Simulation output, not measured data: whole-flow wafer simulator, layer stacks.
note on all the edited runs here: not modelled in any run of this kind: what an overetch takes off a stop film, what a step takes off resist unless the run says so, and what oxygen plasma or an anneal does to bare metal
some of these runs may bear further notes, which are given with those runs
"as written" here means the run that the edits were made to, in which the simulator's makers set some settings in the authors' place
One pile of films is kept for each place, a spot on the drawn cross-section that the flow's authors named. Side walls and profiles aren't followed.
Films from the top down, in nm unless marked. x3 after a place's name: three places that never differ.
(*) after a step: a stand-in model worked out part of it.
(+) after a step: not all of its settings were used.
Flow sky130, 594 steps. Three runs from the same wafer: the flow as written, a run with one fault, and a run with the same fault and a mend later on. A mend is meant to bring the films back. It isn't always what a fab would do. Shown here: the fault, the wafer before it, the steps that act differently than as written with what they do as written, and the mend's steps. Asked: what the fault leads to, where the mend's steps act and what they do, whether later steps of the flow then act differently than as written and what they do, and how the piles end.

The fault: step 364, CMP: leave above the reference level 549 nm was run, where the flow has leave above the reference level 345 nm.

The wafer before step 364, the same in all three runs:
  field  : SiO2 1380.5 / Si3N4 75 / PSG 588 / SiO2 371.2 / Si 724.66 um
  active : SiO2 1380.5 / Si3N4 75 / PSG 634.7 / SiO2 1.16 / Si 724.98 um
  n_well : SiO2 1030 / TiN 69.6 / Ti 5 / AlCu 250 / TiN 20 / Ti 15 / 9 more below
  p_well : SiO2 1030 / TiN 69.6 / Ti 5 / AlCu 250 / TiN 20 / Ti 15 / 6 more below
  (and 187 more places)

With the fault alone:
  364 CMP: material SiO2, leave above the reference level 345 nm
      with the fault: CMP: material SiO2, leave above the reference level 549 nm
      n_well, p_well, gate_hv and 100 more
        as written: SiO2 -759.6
        with the fault: SiO2 -555.6
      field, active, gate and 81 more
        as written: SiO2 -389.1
        with the fault: SiO2 -185.1
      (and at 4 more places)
  Later steps of the flow that act differently than as written (12 more steps differ only slightly, by at most 2% or 0.5 nm, whichever is larger, and aren't shown):
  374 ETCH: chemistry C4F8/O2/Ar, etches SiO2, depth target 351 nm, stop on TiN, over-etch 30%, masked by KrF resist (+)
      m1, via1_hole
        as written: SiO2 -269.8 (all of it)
        with the fault: SiO2 -351
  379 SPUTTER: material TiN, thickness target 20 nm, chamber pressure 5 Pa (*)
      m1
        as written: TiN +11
        with the fault: TiN +9.52 (new film)
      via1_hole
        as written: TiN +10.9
        with the fault: TiN +9.52 (new film)
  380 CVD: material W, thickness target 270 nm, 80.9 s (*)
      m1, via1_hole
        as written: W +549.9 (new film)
        with the fault: W +632.1 (new film)
  At the end the piles differ from the flow's by more than 2% or 0.5 nm, whichever is larger, at field, active, n_well and 190 more.
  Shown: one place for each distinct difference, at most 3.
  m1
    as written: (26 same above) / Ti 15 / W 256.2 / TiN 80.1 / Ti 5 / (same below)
    with the fault: (26 same above) / Ti 15 / W 338.4 / TiN 9.52 / SiO2 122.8 / TiN 69.6 / Ti 5 / (same below)
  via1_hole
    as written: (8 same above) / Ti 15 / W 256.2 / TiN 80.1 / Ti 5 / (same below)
    with the fault: (8 same above) / Ti 15 / W 338.4 / TiN 9.52 / SiO2 122.8 / TiN 69.6 / Ti 5 / (same below)
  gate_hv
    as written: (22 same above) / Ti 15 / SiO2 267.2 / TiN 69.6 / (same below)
    with the fault: (22 same above) / Ti 15 / SiO2 471.2 / TiN 69.6 / (same below)

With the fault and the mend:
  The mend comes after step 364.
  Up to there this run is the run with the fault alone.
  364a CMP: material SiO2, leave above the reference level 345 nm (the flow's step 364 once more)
      field, active, n_well and 188 more
        SiO2 -204
  No later step of the flow acts differently than as written at any place that is followed.
  At the end the piles are the same as the flow's at every place that both follow.
